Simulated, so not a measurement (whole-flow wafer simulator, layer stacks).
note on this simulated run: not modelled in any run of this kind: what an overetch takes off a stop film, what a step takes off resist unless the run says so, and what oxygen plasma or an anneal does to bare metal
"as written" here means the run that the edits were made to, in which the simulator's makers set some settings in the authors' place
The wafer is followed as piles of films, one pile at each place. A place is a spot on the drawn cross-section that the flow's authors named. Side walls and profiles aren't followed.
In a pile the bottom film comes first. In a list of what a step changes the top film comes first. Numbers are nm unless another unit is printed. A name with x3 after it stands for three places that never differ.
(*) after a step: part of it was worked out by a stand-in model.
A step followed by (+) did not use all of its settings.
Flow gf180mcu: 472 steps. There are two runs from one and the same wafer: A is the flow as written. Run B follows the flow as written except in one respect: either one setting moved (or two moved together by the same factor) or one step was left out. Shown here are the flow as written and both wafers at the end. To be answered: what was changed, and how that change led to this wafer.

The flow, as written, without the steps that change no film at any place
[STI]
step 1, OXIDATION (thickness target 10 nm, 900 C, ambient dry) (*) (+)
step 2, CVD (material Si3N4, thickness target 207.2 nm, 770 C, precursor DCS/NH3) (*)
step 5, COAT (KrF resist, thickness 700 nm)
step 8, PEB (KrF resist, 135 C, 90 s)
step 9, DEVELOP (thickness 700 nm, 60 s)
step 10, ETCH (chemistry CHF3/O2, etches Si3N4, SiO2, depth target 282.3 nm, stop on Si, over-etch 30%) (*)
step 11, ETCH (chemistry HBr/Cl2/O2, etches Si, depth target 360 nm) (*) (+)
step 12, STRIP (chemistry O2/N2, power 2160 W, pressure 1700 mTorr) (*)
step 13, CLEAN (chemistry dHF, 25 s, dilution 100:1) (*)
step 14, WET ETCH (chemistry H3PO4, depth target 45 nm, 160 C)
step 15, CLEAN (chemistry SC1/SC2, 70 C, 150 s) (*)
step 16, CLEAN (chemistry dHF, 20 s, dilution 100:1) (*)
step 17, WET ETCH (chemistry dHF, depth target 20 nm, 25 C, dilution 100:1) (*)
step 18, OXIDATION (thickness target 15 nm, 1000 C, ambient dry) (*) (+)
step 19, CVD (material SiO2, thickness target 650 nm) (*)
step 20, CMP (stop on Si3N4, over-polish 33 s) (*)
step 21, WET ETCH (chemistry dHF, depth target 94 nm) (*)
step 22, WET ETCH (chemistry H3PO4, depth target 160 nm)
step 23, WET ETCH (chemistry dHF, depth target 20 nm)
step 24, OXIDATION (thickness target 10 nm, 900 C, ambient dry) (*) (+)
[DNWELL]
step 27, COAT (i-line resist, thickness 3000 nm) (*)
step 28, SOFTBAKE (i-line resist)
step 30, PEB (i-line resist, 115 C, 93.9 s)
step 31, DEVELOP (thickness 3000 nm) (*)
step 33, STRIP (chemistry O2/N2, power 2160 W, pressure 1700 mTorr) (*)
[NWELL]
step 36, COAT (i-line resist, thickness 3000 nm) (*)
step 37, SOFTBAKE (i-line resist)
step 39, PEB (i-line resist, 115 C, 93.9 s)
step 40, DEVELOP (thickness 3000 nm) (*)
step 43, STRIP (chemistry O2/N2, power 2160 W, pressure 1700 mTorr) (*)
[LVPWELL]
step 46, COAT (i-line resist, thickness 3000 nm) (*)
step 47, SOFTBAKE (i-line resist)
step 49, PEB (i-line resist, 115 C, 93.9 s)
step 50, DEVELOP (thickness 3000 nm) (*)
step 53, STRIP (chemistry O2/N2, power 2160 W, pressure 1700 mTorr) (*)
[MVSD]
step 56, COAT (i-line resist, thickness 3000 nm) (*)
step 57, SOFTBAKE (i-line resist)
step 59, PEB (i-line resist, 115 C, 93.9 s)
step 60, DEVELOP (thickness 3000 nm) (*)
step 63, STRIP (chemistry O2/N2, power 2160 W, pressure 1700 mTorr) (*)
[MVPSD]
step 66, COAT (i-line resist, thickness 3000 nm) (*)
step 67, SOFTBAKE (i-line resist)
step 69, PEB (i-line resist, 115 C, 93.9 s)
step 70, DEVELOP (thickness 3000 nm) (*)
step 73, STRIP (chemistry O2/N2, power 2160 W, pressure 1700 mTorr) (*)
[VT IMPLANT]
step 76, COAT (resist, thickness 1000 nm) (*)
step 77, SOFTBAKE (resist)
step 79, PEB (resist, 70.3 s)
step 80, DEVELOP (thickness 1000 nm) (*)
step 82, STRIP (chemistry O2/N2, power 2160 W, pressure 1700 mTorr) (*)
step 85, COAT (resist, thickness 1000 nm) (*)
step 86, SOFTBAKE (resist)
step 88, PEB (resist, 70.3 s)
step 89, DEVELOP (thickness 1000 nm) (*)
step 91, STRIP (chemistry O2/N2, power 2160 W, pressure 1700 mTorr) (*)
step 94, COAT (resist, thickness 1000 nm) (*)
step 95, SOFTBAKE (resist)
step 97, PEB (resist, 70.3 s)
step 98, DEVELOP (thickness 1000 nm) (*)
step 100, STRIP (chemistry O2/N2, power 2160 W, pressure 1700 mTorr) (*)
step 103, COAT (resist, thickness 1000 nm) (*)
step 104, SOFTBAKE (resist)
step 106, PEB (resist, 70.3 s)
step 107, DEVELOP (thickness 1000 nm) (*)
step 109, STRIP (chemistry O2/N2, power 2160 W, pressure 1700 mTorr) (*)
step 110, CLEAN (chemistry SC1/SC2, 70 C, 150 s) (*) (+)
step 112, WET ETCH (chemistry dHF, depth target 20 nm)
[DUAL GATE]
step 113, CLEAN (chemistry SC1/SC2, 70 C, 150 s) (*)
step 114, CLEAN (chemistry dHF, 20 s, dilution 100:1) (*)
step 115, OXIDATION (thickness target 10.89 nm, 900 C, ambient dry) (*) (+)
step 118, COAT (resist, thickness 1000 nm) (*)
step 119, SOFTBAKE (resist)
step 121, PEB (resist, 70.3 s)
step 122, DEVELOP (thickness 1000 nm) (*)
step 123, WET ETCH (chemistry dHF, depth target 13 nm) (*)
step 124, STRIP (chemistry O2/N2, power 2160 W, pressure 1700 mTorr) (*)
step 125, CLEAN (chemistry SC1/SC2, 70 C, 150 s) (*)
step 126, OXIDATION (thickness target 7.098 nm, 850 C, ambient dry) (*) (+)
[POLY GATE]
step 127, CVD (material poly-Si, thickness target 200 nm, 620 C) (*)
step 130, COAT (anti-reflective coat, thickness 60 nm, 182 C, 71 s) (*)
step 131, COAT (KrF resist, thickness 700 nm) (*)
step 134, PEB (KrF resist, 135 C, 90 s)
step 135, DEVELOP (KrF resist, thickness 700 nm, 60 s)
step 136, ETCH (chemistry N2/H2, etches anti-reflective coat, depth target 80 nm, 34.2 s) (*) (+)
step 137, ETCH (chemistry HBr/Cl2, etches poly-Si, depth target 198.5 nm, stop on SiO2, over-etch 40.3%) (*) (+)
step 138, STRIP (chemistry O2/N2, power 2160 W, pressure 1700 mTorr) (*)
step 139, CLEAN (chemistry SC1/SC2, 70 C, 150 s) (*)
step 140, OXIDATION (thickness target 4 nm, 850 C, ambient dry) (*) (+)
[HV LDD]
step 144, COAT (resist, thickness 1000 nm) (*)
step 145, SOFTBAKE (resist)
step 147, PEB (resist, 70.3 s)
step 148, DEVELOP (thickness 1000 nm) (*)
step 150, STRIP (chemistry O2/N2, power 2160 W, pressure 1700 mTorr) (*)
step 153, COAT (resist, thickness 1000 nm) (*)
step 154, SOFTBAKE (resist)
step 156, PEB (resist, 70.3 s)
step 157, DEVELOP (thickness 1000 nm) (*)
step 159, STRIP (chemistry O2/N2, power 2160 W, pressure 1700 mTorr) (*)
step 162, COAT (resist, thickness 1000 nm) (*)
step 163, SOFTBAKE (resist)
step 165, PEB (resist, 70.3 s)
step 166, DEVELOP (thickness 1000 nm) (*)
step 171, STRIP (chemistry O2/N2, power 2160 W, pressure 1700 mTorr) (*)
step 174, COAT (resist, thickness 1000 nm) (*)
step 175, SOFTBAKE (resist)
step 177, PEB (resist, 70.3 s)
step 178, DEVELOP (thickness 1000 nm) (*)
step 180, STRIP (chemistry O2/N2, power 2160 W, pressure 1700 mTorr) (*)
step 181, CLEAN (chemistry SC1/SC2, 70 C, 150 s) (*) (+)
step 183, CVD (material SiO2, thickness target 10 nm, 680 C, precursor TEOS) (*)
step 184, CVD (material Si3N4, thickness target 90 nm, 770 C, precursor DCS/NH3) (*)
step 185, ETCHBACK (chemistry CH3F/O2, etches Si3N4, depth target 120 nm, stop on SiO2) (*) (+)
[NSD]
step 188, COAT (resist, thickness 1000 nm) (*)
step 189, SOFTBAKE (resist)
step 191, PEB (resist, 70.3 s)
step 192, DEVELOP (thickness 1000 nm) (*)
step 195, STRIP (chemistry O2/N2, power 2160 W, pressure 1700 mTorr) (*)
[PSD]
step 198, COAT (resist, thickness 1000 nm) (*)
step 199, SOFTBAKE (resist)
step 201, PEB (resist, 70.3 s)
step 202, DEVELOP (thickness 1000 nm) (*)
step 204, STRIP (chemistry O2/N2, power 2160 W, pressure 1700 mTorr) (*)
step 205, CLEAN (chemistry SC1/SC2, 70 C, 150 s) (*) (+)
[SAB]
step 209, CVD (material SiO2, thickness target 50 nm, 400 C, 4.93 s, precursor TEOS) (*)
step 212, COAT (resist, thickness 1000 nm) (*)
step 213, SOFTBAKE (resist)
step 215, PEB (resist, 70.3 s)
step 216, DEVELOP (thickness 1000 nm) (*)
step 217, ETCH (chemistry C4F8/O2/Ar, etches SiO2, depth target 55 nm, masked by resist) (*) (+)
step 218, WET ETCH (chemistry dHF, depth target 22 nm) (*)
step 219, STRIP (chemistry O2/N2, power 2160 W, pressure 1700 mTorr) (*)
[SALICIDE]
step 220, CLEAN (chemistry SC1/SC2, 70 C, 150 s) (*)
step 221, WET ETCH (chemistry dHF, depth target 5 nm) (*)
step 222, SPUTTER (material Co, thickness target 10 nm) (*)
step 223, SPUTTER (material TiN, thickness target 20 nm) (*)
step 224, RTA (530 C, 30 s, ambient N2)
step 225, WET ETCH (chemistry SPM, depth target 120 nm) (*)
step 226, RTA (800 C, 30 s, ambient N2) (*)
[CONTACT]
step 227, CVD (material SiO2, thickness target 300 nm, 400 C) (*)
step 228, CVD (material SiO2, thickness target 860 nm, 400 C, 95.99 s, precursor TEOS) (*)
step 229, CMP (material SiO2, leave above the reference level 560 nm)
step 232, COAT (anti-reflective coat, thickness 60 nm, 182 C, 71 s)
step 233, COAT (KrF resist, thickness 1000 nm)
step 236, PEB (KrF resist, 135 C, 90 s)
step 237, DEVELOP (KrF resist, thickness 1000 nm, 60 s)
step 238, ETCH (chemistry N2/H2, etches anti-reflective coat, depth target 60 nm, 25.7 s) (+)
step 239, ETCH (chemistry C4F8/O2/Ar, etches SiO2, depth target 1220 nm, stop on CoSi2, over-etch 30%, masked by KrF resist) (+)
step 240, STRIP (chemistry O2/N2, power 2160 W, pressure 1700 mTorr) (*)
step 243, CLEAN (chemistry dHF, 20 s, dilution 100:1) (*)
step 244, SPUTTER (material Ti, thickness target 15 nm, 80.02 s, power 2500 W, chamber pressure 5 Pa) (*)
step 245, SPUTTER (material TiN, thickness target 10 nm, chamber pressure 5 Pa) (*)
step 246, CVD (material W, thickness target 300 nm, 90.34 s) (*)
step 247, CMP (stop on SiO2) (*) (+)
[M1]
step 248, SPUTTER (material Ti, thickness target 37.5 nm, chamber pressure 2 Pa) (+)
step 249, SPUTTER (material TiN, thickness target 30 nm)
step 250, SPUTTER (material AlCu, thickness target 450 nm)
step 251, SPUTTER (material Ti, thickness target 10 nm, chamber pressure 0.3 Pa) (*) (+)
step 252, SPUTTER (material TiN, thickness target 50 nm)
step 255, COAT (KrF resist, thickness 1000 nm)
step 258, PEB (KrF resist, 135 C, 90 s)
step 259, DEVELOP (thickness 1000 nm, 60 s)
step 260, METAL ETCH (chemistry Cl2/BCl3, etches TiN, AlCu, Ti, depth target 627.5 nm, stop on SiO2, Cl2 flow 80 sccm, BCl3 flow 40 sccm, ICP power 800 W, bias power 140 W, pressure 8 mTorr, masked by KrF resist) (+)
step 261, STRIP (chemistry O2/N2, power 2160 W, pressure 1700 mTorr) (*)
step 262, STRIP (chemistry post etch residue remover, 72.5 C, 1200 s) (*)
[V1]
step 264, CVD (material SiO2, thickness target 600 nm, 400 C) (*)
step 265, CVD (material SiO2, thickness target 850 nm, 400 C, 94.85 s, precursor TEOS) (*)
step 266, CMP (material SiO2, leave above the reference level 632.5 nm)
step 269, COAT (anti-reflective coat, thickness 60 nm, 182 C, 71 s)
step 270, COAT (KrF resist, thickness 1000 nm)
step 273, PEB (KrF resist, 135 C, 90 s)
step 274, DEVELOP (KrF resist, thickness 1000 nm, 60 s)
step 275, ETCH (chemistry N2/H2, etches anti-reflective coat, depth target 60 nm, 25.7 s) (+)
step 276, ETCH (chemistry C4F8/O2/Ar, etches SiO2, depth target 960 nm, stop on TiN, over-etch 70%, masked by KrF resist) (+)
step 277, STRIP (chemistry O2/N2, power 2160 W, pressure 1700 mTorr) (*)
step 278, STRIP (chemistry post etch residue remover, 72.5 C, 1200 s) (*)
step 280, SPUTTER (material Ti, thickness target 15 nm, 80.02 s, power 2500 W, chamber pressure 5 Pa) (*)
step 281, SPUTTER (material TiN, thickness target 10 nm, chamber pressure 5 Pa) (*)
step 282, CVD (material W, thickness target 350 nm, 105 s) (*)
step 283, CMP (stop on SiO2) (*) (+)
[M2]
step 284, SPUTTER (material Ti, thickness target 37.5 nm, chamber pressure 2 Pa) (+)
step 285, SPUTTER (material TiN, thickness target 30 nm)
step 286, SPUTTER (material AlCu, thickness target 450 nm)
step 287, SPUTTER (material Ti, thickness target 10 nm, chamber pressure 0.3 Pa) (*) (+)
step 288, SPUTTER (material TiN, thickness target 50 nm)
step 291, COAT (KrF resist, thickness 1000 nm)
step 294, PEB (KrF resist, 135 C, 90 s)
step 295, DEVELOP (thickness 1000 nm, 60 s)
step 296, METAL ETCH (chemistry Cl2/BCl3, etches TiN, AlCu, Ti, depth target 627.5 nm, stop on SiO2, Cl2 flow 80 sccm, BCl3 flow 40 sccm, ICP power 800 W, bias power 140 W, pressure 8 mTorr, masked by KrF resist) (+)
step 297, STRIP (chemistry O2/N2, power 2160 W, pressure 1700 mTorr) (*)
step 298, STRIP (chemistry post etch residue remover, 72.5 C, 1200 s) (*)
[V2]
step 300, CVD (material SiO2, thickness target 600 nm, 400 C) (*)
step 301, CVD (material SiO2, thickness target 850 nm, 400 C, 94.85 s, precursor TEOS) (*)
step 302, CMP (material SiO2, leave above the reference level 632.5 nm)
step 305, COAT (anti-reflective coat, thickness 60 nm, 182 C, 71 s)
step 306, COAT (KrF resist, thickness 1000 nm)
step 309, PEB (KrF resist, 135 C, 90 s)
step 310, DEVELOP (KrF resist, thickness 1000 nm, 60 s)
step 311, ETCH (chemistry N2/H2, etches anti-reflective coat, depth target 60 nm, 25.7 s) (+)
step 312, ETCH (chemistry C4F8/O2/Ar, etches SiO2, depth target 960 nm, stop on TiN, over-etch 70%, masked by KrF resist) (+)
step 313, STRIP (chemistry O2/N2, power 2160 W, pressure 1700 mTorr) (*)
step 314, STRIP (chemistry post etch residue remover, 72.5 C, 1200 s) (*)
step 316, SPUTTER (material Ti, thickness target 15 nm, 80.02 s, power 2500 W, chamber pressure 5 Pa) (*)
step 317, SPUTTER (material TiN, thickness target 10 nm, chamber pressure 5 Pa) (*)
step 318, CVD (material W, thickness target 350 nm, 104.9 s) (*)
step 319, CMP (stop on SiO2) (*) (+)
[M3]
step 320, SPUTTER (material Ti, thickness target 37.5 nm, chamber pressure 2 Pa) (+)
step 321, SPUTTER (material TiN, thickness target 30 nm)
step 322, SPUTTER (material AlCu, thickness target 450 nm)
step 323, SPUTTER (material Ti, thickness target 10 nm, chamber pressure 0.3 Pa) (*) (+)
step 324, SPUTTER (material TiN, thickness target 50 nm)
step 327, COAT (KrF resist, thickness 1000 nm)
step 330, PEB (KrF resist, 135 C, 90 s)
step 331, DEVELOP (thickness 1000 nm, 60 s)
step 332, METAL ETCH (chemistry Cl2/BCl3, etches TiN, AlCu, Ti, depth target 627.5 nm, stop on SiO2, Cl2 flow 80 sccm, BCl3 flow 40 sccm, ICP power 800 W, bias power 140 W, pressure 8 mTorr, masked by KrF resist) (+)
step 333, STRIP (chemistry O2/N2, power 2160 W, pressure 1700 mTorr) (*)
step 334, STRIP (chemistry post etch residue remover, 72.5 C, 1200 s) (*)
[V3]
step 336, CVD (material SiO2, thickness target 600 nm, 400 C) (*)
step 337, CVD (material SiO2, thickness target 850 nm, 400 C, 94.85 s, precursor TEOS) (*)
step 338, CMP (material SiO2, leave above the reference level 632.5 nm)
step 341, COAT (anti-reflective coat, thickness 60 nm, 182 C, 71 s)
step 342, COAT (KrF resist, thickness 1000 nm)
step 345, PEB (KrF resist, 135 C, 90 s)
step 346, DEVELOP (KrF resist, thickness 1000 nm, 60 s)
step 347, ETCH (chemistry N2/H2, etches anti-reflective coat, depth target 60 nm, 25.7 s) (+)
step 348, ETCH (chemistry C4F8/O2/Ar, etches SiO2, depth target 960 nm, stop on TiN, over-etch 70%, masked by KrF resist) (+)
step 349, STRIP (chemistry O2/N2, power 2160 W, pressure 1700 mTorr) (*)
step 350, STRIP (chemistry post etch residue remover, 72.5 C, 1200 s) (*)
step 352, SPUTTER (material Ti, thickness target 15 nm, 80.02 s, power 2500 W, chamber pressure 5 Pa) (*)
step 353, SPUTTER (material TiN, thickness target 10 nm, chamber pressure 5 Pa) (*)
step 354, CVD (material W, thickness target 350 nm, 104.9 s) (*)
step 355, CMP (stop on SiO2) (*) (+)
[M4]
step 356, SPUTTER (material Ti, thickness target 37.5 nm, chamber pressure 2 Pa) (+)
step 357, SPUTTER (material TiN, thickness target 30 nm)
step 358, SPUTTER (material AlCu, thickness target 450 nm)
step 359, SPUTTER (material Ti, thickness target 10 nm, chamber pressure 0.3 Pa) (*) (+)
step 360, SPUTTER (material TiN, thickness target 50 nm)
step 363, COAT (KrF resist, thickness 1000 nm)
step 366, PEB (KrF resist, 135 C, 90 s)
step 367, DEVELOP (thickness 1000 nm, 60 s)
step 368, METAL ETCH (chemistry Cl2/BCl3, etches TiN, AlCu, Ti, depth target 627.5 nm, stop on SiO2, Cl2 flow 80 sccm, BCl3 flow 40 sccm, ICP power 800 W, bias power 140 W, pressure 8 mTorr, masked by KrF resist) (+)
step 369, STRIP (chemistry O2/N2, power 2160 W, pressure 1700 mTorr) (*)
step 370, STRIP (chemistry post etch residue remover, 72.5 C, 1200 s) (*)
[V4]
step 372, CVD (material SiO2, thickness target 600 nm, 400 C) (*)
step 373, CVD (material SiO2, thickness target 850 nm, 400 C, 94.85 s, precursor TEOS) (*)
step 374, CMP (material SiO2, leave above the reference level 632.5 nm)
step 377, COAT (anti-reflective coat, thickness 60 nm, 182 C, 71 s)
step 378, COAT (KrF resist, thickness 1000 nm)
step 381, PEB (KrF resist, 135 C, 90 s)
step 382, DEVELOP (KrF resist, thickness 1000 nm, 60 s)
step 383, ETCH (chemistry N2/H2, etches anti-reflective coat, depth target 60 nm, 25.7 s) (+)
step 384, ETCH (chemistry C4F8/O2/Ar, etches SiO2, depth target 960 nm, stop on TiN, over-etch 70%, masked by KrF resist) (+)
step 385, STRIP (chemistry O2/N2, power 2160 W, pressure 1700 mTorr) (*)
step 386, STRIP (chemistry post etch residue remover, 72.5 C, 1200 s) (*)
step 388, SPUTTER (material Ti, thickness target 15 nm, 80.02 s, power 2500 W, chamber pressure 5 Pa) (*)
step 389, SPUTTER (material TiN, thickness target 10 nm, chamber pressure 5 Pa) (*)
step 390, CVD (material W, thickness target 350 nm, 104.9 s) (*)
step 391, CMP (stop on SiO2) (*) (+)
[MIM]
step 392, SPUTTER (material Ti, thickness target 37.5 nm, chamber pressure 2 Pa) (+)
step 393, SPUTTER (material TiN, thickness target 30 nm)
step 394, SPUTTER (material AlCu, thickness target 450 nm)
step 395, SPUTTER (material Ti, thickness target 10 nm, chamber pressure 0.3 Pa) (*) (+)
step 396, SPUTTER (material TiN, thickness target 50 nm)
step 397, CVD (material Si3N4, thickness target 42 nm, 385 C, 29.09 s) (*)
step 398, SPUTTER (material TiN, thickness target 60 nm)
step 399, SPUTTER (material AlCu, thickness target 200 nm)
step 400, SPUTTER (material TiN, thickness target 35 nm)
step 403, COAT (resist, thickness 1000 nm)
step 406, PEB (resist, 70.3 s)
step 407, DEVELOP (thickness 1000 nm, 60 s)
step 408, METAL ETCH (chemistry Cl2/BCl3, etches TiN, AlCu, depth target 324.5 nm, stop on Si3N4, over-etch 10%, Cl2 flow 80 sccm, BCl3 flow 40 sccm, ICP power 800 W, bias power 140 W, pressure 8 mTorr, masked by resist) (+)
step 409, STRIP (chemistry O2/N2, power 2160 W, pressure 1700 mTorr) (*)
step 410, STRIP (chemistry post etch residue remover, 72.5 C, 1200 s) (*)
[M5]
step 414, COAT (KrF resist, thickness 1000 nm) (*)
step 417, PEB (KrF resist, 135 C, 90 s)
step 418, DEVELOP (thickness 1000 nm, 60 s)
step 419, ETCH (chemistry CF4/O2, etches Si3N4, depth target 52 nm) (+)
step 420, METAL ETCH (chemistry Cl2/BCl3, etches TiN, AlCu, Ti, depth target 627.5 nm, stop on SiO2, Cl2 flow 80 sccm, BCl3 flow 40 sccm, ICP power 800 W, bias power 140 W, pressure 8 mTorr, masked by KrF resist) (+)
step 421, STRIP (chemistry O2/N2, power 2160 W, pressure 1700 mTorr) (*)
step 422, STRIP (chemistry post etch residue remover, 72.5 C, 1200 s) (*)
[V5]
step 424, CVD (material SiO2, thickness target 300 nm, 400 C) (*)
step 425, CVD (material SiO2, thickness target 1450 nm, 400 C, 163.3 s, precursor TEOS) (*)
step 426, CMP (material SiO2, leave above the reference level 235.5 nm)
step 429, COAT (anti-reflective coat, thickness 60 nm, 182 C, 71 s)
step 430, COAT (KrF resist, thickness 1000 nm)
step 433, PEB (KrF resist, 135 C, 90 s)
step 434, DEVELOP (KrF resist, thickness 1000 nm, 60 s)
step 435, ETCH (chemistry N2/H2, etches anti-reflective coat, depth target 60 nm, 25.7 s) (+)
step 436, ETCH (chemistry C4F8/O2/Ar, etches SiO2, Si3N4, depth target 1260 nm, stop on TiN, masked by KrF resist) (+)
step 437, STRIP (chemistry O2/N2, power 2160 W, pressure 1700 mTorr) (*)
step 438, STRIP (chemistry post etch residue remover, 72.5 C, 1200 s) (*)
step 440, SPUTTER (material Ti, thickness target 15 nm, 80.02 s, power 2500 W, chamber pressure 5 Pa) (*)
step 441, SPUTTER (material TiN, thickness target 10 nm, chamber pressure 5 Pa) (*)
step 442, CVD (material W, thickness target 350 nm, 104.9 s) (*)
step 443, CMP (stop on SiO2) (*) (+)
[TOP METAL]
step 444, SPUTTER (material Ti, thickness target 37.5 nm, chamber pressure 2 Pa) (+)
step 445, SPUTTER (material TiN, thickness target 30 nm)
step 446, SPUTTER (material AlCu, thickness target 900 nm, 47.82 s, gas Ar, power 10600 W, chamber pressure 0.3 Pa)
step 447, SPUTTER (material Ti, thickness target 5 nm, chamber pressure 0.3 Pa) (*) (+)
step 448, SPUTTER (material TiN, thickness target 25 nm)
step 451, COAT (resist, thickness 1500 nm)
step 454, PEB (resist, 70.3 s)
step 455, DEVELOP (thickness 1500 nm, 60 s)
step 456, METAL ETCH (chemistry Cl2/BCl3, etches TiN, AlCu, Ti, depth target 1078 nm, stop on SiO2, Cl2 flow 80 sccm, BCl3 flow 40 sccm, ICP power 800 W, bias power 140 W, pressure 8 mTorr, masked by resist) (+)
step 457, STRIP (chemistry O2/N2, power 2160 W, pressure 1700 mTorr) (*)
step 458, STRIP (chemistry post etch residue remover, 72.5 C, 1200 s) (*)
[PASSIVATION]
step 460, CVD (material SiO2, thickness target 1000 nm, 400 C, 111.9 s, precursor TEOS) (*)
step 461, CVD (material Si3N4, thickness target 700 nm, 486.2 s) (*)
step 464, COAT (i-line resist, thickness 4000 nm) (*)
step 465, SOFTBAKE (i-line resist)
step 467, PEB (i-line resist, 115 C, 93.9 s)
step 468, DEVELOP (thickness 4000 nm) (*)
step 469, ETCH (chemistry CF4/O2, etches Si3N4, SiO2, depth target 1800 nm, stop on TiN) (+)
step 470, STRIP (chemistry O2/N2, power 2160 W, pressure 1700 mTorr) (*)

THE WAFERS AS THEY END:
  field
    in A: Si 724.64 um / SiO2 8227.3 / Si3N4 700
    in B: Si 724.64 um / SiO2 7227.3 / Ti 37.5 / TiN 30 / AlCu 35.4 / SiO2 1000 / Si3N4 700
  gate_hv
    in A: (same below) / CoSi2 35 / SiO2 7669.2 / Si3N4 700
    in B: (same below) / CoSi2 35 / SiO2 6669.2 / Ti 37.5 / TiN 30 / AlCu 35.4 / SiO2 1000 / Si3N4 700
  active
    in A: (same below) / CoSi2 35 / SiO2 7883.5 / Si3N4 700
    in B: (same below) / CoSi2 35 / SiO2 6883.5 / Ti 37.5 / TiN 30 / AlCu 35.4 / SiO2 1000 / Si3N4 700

What caused this: step 456, METAL ETCH: depth target 888.9 nm was run, while the flow as written has depth target 1078 nm.

The path from the change to this, step by step:
  step 456, METAL ETCH (chemistry Cl2/BCl3, etches TiN, AlCu, Ti, depth target 1078 nm, stop on SiO2, Cl2 flow 80 sccm, BCl3 flow 40 sccm, ICP power 800 W, bias power 140 W, pressure 8 mTorr, masked by resist) (+)
      field, field__w1, field__w2 and 103 more: A TiN loses 25 (all of it), Ti loses 5 (all of it), AlCu loses 900 (all of it), TiN loses 30 (all of it), Ti loses 37.5 (all of it) | B TiN loses 25 (all of it), Ti loses 5 (all of it), AlCu loses 858.9
      field__w8, contact, m1, m1__w1, pad, m1_nw: A resist loses 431 | B resist loses 355.6
  step 457, STRIP (chemistry O2/N2, power 2160 W, pressure 1700 mTorr) (*)
      field__w8, contact, m1, m1__w1, pad, m1_nw: A resist loses 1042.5 (all of it) | B resist loses 1117.9 (all of it)
  step 458, STRIP (chemistry post etch residue remover, 72.5 C, 1200 s) (*)
      field, field__w1, field__w2 and 103 more: A nothing | B AlCu loses 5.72
  step 460, CVD (material SiO2, thickness target 1000 nm, 400 C, 111.9 s, precursor TEOS) (*)
      field, field__w1, field__w2 and 103 more: A SiO2 gains 1000 | B SiO2 gains 1000 (new film)
  step 464, COAT (i-line resist, thickness 4000 nm) (*)
      field__w8: A i-line resist gains 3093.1 (new film) | B i-line resist gains 3184 (new film)
      contact: A i-line resist gains 3153.6 (new film) | B i-line resist gains 3234.7 (new film)
      (also at 4 further places)
  step 465, SOFTBAKE (i-line resist)
      field__w2, field_sub__w4: A i-line resist gains 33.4 | B i-line resist gains 28.4
      mim, ppoly_u: A i-line resist gains 37.5 | B i-line resist gains 32.1
      (also at 65 further places)
  step 467, PEB (i-line resist, 115 C, 93.9 s)
      field__w8, m1__w1: A i-line resist loses 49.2 | B i-line resist loses 51
      contact, m1: A i-line resist loses 49.6 | B i-line resist loses 51.4
      (also at 2 further places)
  step 468, DEVELOP (thickness 4000 nm) (*)
      pad: A i-line resist loses 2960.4 (all of it) | B i-line resist loses 3060.6 (all of it)
  step 470, STRIP (chemistry O2/N2, power 2160 W, pressure 1700 mTorr) (*)
      field__w8, m1__w1: A i-line resist loses 1775.9 (all of it) | B i-line resist loses 1874.5 (all of it)
      contact: A i-line resist loses 1798.3 (all of it) | B i-line resist loses 1893.3 (all of it)
      (also at 2 further places)
If metal films that touch count as one body, field has 1 body; the flow as written gives 0 bodies.
If metal films that touch count as one body, gate_hv has 2 bodies (between them, from the top down: SiO2 6669.2); the flow as written gives 1 body.
If metal films that touch count as one body, active has 2 bodies (between them, from the top down: SiO2 6883.5); the flow as written gives 1 body.
